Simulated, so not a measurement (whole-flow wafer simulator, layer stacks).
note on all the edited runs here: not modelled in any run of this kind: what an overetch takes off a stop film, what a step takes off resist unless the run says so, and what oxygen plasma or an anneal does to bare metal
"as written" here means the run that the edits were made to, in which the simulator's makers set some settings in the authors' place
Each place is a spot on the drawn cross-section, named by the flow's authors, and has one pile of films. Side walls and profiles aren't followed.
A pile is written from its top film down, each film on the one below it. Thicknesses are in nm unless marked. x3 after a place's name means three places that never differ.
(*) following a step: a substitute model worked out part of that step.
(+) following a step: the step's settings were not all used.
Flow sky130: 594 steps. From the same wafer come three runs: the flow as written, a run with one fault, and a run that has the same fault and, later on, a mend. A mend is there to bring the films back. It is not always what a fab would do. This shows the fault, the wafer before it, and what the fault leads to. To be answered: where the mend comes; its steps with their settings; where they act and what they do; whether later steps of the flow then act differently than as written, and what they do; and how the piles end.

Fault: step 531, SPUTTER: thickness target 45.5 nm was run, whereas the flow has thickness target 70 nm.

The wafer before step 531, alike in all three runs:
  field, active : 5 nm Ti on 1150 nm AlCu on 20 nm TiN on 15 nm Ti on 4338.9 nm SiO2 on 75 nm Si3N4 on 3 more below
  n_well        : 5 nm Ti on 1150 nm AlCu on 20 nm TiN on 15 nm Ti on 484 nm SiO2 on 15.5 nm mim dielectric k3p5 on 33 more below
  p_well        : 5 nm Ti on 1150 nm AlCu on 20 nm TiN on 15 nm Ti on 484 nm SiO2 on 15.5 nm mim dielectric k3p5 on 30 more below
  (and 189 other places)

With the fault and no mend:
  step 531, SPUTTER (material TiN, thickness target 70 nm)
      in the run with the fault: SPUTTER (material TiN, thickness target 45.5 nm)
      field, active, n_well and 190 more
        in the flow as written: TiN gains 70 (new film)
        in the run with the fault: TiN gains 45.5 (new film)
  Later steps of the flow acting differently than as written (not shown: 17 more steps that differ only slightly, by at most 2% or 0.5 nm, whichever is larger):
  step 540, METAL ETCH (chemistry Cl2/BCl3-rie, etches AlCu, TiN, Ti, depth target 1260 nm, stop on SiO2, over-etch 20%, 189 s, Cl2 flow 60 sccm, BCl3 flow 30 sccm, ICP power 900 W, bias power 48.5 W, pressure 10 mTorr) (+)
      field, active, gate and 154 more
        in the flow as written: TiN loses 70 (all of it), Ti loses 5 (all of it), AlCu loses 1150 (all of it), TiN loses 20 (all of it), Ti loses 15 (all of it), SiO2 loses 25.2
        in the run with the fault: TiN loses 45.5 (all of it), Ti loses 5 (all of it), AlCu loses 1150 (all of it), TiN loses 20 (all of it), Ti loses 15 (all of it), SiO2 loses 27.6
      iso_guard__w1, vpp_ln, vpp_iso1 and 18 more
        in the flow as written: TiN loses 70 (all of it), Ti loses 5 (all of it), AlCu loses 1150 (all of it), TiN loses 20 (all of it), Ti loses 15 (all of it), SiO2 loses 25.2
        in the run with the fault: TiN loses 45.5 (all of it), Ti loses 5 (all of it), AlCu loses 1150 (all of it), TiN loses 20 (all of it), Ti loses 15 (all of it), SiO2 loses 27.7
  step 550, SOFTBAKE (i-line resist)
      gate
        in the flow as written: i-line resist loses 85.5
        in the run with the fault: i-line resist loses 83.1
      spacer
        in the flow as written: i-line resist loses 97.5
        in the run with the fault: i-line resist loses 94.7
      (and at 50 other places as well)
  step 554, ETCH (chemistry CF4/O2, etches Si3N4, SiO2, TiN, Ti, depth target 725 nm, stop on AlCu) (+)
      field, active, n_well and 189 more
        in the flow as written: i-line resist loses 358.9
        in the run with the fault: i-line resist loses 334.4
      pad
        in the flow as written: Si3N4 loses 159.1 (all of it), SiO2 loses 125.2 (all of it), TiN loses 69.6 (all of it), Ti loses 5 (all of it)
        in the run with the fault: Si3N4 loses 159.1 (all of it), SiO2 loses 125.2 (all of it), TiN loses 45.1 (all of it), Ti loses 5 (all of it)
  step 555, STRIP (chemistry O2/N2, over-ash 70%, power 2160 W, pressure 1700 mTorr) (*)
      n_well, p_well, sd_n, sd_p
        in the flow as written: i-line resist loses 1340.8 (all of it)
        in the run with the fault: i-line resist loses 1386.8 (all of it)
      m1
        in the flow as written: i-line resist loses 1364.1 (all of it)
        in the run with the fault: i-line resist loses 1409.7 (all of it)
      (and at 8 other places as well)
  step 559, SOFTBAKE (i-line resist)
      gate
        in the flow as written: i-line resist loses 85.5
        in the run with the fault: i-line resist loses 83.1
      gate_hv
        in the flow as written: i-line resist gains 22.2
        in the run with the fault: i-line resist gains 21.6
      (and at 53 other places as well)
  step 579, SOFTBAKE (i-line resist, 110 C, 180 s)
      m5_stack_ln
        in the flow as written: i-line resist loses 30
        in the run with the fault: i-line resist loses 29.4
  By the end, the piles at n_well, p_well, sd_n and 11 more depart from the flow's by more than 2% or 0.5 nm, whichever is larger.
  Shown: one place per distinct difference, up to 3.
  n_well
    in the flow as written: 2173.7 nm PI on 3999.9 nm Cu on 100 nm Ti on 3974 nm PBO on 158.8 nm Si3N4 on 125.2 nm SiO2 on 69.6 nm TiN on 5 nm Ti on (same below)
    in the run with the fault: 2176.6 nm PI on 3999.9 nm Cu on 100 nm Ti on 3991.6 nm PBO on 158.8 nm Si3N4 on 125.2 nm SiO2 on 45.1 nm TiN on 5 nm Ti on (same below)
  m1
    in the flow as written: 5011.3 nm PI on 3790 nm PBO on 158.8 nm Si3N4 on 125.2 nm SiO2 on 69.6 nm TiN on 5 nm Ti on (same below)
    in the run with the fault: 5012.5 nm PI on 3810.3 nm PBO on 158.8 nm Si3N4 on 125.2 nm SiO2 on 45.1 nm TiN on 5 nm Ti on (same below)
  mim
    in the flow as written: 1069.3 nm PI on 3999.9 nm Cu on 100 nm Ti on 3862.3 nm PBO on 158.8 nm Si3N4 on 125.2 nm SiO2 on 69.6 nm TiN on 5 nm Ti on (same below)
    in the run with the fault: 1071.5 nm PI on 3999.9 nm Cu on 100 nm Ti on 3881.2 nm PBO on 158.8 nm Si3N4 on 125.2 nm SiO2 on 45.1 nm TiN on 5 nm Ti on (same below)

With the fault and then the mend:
  The mend stands after step 538.
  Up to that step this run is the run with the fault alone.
  step 538a, STRIP (chemistry O2/N2, power 2160 W, pressure 1700 mTorr) (*)
      n_well, p_well, sd_n and 9 more
        resist loses 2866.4 (all of it)
      m1, via4_hole
        resist loses 2868.5 (all of it)
      via4_enc
        resist loses 2866.3 (all of it)
  step 538b, SPUTTER (material TiN, thickness target 24.5 nm) (the flow's step 531 again, with other settings)
      field, active, n_well and 190 more
        TiN gains 24.5
  step 538c, HMDS (120 C, 60 s) (the flow's step 533 again)
      does not change any film at any place that is followed
  step 538d, COAT (resist, thickness 2930 nm) (the flow's step 534 again)
      n_well, p_well, gate_hv and 172 more
        resist gains 2930 (new film)
      field, active, gate and 13 more
        resist gains 2929.9 (new film)
      m1, via4_hole
        resist gains 2932.1 (new film)
  step 538e, SOFTBAKE (resist) (the flow's step 535 again)
      field, active, gate, spacer, m1, sonos_cell, sonos_guard, sonos_guard_hv
        resist gains 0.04
      nwell_res
        resist gains 0.03
      pplus_nw
        resist gains 0.02
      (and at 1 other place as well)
  step 538f, EXPOSE (photomask MM5, dose 309.9 mJ/cm2, NA 0.6, wavelength 365 nm) (*) (the flow's step 536 again)
      does not change any film at any place that is followed
  step 538g, PEB (resist, 70.3 s) (the flow's step 537 again)
      field, active, n_well and 188 more
        resist loses 63.6
      m1, via4_hole
        resist loses 63.7
  step 538h, DEVELOP (resist, thickness 2930 nm, developer TMAH-0.26N, 60 s) (the flow's step 538 again)
      field, active, gate and 168 more
        resist loses 2866.4 (all of it)
      via1_hole, via1_enc, via2_hole, via2_enc, via3_hole, via3_enc, via_li1
        resist loses 2866.3 (all of it)
  Every later step of the flow that is run acts as written at every place that is followed.
  By the end, the piles equal the flow's at every place that both follow.
